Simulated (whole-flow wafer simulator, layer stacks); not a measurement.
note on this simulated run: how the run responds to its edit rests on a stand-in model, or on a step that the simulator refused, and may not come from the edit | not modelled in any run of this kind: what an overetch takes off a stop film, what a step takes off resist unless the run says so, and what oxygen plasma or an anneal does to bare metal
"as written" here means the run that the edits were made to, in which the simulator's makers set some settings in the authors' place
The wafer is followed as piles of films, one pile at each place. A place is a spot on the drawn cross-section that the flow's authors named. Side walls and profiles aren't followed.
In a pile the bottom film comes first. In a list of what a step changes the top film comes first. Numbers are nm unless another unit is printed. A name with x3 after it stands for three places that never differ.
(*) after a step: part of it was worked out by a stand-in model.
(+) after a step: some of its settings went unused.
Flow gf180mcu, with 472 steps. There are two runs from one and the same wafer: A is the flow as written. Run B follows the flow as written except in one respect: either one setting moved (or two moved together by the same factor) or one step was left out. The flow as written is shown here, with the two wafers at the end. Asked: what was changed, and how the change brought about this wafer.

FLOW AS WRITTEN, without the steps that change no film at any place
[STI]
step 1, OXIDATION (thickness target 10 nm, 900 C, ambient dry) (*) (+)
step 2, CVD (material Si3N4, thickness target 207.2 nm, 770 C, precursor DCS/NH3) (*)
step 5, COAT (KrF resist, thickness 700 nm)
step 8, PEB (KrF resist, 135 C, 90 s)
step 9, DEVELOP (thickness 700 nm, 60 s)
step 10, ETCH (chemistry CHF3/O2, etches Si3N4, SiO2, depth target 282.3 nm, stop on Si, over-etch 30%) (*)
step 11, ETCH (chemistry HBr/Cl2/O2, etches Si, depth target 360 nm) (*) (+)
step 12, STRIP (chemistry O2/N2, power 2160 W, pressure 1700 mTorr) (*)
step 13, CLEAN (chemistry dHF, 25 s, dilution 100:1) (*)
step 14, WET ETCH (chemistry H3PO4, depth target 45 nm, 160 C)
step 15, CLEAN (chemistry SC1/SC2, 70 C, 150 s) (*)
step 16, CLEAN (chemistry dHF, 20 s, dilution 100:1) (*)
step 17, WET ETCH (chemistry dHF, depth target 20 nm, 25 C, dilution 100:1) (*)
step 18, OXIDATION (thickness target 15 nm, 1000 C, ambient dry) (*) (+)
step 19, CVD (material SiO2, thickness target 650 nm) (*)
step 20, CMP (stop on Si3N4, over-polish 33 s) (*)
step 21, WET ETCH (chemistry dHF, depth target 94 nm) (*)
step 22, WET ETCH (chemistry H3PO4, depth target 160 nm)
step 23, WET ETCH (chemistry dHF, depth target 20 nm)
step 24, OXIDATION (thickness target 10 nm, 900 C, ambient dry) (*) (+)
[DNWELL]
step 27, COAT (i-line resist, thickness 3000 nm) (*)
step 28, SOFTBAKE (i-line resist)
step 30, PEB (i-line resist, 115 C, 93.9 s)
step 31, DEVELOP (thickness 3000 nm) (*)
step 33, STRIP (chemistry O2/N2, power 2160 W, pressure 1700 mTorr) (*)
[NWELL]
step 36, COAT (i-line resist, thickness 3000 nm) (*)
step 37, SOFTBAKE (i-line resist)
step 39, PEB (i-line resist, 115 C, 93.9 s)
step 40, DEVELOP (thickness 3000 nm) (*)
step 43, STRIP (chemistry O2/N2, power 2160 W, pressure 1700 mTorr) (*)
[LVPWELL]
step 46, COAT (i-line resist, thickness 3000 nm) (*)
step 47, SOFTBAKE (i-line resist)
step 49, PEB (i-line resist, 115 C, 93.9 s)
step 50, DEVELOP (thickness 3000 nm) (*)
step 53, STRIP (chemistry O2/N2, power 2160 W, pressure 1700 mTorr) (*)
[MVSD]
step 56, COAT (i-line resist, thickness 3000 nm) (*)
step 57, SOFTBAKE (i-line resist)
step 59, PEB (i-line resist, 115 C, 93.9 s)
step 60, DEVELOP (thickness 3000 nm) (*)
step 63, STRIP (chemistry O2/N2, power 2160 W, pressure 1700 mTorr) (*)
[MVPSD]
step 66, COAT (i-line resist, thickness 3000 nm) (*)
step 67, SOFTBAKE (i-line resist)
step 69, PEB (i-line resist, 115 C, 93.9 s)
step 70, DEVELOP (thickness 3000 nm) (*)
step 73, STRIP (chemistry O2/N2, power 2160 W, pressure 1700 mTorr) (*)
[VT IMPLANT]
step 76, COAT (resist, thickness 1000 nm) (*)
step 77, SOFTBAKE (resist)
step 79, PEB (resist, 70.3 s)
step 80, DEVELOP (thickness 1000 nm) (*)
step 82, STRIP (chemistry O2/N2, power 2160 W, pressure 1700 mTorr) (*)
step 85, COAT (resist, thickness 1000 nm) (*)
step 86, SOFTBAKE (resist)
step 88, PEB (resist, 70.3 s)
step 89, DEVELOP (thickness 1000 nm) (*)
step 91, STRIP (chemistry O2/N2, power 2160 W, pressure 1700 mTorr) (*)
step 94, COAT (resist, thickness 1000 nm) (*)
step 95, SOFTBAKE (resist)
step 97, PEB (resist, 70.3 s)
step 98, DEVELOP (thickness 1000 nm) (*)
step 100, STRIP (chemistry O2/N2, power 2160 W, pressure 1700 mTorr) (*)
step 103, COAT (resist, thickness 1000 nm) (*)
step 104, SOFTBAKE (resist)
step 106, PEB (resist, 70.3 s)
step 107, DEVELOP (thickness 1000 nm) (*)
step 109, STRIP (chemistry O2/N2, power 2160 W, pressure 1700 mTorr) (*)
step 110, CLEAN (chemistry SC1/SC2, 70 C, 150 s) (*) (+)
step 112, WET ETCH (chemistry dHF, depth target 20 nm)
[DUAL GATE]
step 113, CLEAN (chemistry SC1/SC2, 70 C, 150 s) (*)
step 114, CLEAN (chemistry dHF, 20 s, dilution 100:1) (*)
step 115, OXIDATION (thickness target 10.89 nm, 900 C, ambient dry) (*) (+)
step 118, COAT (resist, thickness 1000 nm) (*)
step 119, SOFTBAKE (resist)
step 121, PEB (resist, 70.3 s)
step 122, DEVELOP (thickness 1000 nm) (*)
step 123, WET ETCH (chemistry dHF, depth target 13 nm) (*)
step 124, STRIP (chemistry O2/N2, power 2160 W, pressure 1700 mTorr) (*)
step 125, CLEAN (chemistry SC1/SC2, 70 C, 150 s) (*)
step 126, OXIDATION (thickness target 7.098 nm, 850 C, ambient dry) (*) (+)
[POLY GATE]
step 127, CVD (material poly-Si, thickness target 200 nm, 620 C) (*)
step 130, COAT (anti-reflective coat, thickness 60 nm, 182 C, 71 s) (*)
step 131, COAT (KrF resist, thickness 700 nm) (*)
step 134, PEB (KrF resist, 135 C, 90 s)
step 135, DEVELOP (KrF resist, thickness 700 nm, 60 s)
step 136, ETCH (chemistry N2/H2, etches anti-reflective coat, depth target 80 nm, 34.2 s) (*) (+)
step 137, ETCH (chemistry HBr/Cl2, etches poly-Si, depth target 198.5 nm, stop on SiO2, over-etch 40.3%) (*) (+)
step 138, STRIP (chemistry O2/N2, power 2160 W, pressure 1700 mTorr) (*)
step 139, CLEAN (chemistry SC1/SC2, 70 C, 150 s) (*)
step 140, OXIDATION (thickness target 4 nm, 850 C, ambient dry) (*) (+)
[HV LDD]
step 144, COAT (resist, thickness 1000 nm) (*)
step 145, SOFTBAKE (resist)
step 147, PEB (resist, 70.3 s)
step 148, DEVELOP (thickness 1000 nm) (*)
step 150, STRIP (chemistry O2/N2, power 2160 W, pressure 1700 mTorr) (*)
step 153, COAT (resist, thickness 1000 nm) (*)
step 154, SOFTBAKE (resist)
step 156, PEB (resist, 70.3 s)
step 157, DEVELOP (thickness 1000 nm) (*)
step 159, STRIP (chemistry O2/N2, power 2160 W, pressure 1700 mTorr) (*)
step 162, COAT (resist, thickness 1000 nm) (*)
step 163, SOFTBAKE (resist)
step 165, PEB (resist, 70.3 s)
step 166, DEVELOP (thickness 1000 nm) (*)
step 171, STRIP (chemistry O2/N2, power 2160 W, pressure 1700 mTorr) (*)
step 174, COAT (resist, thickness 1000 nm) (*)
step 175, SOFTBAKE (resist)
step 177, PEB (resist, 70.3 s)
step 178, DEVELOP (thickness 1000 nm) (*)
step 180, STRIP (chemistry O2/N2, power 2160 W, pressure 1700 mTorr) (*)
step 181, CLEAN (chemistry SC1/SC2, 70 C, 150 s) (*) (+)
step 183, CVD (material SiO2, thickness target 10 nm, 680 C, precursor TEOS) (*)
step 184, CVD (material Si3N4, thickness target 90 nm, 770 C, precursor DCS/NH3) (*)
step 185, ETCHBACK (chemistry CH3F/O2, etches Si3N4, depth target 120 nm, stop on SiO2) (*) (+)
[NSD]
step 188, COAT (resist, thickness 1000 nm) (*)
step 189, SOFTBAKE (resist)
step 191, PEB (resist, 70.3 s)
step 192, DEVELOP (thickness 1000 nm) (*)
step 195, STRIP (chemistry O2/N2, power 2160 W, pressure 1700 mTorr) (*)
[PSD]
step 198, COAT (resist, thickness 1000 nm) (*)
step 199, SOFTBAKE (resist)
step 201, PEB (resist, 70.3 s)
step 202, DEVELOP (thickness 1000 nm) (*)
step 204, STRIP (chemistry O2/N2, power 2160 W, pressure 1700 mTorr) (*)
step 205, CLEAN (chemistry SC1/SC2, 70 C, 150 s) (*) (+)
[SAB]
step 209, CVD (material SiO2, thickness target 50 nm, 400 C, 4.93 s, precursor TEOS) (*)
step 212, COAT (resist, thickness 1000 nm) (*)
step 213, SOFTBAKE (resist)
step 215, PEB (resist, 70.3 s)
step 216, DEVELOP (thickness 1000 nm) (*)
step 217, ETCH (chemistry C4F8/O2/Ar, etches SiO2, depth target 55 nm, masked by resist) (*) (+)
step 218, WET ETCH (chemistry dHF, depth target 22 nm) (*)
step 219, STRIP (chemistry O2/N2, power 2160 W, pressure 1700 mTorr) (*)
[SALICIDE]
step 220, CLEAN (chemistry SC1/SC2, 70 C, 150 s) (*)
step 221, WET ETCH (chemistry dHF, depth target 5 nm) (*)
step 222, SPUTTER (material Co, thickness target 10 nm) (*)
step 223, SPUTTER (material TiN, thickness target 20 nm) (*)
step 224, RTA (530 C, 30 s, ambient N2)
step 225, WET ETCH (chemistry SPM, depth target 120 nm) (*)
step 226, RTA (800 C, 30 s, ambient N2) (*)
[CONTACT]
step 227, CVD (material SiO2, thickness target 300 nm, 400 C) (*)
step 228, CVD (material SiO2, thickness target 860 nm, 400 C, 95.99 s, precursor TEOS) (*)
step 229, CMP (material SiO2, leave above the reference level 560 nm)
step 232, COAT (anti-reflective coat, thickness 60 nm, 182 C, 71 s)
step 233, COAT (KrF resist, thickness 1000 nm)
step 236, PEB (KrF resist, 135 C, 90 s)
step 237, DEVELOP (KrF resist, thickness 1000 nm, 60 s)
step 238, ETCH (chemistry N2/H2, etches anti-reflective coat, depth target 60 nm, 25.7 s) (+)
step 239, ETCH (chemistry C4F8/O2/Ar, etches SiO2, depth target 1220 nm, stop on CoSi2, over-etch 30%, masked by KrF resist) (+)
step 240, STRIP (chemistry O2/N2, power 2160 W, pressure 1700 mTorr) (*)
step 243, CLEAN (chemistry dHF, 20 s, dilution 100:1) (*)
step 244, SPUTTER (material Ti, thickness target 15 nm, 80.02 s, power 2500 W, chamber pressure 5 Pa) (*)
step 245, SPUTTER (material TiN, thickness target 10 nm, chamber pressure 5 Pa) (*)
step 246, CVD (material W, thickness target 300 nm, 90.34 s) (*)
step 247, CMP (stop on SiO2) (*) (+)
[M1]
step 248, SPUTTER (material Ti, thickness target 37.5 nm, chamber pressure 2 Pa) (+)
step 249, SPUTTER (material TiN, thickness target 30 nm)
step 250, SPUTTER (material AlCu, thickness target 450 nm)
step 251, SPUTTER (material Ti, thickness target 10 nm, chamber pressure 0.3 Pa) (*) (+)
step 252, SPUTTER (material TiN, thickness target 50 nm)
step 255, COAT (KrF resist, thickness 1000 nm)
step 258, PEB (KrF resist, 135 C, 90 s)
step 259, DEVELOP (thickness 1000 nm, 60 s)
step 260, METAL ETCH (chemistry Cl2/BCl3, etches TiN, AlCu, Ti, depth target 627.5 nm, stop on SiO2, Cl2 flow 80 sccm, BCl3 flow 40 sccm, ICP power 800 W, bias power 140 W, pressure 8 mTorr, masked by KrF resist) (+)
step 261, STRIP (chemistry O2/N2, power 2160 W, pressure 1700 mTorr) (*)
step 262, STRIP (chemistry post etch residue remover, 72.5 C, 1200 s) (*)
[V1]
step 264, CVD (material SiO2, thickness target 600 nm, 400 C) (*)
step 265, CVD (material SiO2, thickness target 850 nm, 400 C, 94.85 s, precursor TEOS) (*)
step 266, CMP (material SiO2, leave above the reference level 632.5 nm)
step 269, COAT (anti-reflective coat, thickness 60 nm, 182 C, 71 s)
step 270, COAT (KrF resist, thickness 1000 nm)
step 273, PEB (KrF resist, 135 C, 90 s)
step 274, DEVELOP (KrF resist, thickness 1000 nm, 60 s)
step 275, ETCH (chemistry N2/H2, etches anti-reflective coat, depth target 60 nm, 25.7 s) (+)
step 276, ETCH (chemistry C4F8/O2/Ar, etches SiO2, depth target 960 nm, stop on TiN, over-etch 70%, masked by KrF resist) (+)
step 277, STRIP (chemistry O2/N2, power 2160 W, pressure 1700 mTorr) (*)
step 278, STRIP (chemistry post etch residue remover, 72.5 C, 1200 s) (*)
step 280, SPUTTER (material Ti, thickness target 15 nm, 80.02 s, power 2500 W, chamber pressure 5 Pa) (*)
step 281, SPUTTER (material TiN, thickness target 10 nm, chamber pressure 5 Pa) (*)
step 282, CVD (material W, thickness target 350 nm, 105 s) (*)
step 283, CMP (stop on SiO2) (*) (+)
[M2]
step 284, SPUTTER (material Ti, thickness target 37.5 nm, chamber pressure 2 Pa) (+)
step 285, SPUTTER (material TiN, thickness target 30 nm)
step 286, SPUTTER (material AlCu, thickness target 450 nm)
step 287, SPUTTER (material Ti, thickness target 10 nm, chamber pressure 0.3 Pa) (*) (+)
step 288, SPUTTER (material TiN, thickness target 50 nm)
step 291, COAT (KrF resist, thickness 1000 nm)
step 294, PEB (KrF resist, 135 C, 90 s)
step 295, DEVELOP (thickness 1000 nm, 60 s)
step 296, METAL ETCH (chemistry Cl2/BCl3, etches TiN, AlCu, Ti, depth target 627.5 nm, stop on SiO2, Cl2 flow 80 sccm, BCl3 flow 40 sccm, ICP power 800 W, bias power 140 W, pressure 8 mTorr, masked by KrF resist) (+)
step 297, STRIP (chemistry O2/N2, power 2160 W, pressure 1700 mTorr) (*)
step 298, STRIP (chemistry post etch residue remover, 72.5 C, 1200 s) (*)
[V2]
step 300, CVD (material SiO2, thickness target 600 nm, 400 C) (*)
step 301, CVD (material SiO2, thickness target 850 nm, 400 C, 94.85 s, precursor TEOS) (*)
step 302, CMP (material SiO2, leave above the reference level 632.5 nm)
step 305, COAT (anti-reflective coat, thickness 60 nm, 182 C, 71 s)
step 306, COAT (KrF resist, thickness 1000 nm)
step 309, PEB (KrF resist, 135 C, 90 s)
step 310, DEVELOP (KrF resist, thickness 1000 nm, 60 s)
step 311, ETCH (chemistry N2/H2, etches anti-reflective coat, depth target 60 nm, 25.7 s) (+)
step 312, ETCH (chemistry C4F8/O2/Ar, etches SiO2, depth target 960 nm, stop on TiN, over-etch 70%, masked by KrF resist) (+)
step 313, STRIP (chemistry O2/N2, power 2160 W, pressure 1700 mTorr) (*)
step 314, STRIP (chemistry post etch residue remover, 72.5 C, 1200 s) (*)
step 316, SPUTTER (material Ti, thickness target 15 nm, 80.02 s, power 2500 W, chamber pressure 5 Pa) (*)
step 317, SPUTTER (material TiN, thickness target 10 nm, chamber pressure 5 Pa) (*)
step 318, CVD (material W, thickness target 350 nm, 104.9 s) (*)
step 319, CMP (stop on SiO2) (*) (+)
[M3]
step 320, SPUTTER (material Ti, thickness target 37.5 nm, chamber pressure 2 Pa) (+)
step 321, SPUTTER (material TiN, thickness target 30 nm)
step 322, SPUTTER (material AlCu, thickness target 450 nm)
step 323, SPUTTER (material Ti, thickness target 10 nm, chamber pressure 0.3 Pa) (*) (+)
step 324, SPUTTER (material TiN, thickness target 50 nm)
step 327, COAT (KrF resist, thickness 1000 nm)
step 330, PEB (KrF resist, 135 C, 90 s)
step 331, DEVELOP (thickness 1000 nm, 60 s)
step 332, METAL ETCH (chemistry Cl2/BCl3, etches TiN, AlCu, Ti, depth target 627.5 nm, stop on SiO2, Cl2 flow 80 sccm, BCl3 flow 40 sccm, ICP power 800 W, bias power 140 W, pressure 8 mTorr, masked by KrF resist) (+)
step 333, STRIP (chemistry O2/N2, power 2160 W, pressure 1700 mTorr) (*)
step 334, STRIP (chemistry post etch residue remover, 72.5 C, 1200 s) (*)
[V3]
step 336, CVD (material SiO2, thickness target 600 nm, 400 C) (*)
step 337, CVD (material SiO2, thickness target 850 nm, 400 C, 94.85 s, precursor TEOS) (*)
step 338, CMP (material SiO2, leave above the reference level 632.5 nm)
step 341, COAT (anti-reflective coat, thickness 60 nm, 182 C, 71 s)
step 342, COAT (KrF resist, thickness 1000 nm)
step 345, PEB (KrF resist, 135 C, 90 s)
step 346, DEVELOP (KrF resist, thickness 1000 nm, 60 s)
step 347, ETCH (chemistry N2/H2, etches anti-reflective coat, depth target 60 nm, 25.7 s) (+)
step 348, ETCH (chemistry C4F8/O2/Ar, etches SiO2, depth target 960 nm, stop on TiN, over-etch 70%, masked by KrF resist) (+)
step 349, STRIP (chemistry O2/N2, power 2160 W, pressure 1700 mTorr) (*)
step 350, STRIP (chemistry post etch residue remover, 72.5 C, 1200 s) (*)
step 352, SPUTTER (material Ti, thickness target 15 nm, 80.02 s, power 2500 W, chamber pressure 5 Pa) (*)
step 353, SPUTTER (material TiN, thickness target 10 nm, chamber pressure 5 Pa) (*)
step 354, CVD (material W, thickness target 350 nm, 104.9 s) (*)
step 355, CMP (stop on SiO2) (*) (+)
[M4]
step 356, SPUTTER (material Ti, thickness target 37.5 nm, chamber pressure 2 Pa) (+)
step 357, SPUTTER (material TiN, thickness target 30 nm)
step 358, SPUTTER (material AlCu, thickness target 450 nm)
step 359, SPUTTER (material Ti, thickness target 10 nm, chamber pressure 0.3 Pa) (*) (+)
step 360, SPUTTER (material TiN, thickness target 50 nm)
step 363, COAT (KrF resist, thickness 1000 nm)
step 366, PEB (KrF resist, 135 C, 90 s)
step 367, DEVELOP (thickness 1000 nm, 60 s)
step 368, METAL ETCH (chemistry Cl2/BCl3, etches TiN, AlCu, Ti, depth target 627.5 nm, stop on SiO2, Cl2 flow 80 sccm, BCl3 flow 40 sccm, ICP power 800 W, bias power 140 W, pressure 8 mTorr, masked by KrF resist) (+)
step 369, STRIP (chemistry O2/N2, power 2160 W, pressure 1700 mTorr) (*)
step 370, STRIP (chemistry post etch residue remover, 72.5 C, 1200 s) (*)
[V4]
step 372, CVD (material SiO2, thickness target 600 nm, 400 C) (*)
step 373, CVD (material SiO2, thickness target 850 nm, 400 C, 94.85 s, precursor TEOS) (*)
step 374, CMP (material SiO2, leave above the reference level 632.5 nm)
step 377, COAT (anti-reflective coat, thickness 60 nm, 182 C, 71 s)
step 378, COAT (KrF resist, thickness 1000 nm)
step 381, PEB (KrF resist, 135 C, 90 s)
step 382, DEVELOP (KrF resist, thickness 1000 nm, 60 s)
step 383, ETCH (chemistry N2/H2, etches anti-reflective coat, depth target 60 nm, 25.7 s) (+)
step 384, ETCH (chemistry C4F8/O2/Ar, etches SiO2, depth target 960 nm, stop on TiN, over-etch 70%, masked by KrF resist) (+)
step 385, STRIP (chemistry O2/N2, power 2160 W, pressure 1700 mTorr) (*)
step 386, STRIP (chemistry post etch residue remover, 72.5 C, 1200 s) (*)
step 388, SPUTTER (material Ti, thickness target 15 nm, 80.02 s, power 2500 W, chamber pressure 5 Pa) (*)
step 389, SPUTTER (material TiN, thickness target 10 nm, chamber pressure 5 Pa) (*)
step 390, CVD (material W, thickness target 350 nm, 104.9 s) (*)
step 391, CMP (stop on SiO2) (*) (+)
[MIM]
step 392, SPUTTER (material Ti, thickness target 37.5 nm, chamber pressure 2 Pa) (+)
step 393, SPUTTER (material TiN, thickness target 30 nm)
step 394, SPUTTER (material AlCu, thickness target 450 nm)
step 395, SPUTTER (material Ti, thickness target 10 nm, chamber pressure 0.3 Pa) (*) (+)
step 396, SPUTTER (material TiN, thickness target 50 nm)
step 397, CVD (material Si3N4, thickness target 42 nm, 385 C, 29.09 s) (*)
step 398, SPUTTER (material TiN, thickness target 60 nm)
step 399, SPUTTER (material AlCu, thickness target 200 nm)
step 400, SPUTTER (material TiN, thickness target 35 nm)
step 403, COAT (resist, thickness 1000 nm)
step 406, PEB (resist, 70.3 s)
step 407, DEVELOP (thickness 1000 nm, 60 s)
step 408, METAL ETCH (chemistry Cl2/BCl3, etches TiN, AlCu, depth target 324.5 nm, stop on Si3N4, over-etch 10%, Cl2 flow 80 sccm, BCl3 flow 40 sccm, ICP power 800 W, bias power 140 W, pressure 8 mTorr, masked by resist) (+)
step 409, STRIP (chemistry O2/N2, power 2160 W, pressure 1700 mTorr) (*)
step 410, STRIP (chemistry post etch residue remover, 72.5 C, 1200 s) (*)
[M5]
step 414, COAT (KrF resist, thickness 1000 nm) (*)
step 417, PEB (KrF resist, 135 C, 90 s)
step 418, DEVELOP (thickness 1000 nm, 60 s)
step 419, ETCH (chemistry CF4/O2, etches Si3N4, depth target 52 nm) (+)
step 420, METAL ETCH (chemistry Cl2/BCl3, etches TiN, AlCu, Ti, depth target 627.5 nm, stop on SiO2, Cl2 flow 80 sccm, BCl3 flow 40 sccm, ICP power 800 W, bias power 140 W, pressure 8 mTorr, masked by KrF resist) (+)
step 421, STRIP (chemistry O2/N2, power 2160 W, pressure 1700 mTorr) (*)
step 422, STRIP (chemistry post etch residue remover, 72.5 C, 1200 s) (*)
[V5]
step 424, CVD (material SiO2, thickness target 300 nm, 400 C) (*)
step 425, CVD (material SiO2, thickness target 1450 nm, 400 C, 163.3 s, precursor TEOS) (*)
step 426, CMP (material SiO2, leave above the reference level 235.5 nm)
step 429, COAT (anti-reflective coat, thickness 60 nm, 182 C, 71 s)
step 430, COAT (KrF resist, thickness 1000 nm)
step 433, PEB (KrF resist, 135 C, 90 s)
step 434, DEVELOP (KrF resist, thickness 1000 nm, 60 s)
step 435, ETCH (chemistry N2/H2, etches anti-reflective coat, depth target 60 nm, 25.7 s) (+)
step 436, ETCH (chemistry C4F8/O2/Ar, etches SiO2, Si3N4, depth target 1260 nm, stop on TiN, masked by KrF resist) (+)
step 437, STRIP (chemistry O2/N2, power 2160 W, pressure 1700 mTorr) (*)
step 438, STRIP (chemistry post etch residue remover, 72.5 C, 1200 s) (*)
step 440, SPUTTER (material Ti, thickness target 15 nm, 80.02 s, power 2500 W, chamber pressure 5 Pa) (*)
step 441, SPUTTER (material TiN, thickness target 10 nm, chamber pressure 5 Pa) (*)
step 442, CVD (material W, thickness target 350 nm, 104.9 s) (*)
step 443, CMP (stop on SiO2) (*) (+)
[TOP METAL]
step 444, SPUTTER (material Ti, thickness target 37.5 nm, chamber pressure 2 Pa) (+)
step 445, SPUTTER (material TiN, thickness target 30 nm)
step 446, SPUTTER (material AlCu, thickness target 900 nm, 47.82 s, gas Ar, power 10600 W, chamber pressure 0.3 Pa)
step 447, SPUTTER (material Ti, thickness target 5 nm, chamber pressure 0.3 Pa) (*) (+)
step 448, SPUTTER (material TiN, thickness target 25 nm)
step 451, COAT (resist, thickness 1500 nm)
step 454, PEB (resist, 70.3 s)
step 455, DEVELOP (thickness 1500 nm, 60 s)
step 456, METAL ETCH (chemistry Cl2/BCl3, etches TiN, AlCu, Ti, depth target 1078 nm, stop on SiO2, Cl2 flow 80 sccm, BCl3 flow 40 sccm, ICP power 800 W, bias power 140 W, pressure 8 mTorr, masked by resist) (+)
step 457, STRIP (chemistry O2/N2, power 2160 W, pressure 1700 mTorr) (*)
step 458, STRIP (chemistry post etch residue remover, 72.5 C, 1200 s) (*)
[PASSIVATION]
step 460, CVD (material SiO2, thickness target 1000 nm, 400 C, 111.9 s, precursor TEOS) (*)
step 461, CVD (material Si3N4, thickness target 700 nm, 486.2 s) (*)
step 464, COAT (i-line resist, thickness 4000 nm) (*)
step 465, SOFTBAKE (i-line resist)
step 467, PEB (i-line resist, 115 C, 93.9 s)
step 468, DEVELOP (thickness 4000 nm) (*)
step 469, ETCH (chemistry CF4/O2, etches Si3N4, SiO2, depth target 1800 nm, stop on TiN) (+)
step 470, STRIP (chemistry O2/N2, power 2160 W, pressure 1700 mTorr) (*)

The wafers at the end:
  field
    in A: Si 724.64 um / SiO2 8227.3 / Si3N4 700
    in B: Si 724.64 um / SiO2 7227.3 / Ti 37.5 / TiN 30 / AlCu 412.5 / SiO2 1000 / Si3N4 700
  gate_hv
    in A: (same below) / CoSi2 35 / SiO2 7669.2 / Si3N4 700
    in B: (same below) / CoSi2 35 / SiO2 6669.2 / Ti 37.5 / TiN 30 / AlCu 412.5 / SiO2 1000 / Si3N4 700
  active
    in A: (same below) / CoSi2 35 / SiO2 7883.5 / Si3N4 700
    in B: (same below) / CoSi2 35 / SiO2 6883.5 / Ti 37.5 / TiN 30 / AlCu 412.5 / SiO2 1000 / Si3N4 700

Cause: step 456, METAL ETCH: depth target 511.8 nm was run, while the flow as written has depth target 1078 nm.

How this came from the change, step by step:
  step 456, METAL ETCH (chemistry Cl2/BCl3, etches TiN, AlCu, Ti, depth target 1078 nm, stop on SiO2, Cl2 flow 80 sccm, BCl3 flow 40 sccm, ICP power 800 W, bias power 140 W, pressure 8 mTorr, masked by resist) (+)
      field, field__w1, field__w2 and 103 more: A TiN loses 25 (all of it), Ti loses 5 (all of it), AlCu loses 900 (all of it), TiN loses 30 (all of it), Ti loses 37.5 (all of it) | B TiN loses 25 (all of it), Ti loses 5 (all of it), AlCu loses 481.8
      field__w8, contact, m1, m1__w1, pad, m1_nw: A resist loses 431 | B resist loses 204.7
  step 457, STRIP (chemistry O2/N2, power 2160 W, pressure 1700 mTorr) (*)
      field__w8, contact, m1, m1__w1, pad, m1_nw: A resist loses 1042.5 (all of it) | B resist loses 1268.7 (all of it)
  step 458, STRIP (chemistry post etch residue remover, 72.5 C, 1200 s) (*)
      field, field__w1, field__w2 and 103 more: A nothing | B AlCu loses 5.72
  step 460, CVD (material SiO2, thickness target 1000 nm, 400 C, 111.9 s, precursor TEOS) (*)
      field, field__w1, field__w2 and 103 more: A SiO2 gains 1000 | B SiO2 gains 1000 (new film)
  step 464, COAT (i-line resist, thickness 4000 nm) (*)
      field: A i-line resist gains 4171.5 (new film) | B i-line resist gains 4074.8 (new film)
      field__w8: A i-line resist gains 3093.1 (new film) | B i-line resist gains 3522.9 (new film)
      (also at 11 further places)
  step 465, SOFTBAKE (i-line resist)
      gate: A i-line resist gains 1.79 | B i-line resist loses 1.14
      ld_fp_p, ld_drift_p: A i-line resist gains 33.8 | B i-line resist gains 14
      (also at 66 further places)
  step 467, PEB (i-line resist, 115 C, 93.9 s)
      field__w8, m1__w1: A i-line resist loses 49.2 | B i-line resist loses 58
      contact, m1: A i-line resist loses 49.6 | B i-line resist loses 58.2
      (also at 2 further places)
  step 468, DEVELOP (thickness 4000 nm) (*)
      pad: A i-line resist loses 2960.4 (all of it) | B i-line resist loses 3428 (all of it)
  step 470, STRIP (chemistry O2/N2, power 2160 W, pressure 1700 mTorr) (*)
      field__w8, m1__w1: A i-line resist loses 1775.9 (all of it) | B i-line resist loses 2236.1 (all of it)
      contact: A i-line resist loses 1798.3 (all of it) | B i-line resist loses 2244.6 (all of it)
      (also at 2 further places)
If metal films that touch count as one body, field has 1 body; the flow as written gives 0 bodies.
If metal films that touch count as one body, gate_hv has 2 bodies (between them, from the top down: SiO2 6669.2); the flow as written gives 1 body.
If metal films that touch count as one body, active has 2 bodies (between them, from the top down: SiO2 6883.5); the flow as written gives 1 body.
